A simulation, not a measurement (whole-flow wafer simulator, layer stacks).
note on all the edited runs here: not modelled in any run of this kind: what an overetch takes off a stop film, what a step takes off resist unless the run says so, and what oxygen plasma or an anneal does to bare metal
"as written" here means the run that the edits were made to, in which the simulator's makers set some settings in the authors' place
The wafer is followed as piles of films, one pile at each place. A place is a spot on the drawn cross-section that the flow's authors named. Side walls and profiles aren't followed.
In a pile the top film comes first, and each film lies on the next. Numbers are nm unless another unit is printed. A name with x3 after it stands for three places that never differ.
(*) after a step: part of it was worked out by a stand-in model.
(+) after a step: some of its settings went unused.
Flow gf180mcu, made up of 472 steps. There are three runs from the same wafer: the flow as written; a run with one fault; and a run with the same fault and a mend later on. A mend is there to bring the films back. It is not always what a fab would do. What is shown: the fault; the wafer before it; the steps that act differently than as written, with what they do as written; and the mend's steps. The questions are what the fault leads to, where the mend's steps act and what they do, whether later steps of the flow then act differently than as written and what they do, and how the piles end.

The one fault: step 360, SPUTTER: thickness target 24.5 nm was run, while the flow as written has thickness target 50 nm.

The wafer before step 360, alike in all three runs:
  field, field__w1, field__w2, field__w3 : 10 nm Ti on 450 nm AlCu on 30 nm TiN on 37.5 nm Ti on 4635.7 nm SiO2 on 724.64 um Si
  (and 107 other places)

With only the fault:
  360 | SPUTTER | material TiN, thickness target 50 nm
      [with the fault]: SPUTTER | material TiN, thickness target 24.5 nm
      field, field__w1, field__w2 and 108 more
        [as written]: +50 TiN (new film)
        [with the fault]: +24.5 TiN (new film)
  Later steps of the flow acting differently than as written (2 more steps, not shown, differ only slightly: by at most 2% or 0.5 nm, whichever is larger):
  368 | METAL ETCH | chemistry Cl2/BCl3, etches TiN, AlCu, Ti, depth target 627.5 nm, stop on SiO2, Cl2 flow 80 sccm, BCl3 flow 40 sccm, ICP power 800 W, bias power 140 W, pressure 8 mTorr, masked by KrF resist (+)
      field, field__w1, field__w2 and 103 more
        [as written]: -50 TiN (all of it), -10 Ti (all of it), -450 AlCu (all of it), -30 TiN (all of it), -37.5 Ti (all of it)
        [with the fault]: -24.5 TiN (all of it), -10 Ti (all of it), -450 AlCu (all of it), -30 TiN (all of it), -37.5 Ti (all of it)
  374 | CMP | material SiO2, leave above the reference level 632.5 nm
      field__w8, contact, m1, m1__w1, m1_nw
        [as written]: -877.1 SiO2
        [with the fault]: -851.6 SiO2
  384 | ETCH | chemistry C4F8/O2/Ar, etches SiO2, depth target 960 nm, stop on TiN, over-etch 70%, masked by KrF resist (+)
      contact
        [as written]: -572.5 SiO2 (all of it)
        [with the fault]: -598 SiO2 (all of it)
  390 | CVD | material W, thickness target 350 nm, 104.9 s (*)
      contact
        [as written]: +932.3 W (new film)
        [with the fault]: +958 W (new film)
  By the end, the piles at field__w8, contact, m1, m1__w1, m1_nw depart from the flow's by more than 2% or 0.5 nm, whichever is larger.
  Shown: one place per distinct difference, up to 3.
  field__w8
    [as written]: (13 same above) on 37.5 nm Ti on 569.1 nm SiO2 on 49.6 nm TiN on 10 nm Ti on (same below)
    [with the fault]: (13 same above) on 37.5 nm Ti on 594.6 nm SiO2 on 24.1 nm TiN on 10 nm Ti on (same below)
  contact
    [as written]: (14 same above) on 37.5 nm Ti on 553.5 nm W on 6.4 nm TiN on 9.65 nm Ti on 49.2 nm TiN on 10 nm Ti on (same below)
    [with the fault]: (14 same above) on 37.5 nm Ti on 579.2 nm W on 6.31 nm TiN on 9.51 nm Ti on 23.7 nm TiN on 10 nm Ti on (same below)

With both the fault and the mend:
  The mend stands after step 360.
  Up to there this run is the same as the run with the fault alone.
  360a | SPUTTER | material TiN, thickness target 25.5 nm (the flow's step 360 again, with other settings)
      field, field__w1, field__w2 and 108 more
        +25.5 TiN
  Later steps of the flow that are run all act as written at every place that is followed.
  At every place that both follow, the piles at the end match the flow's.
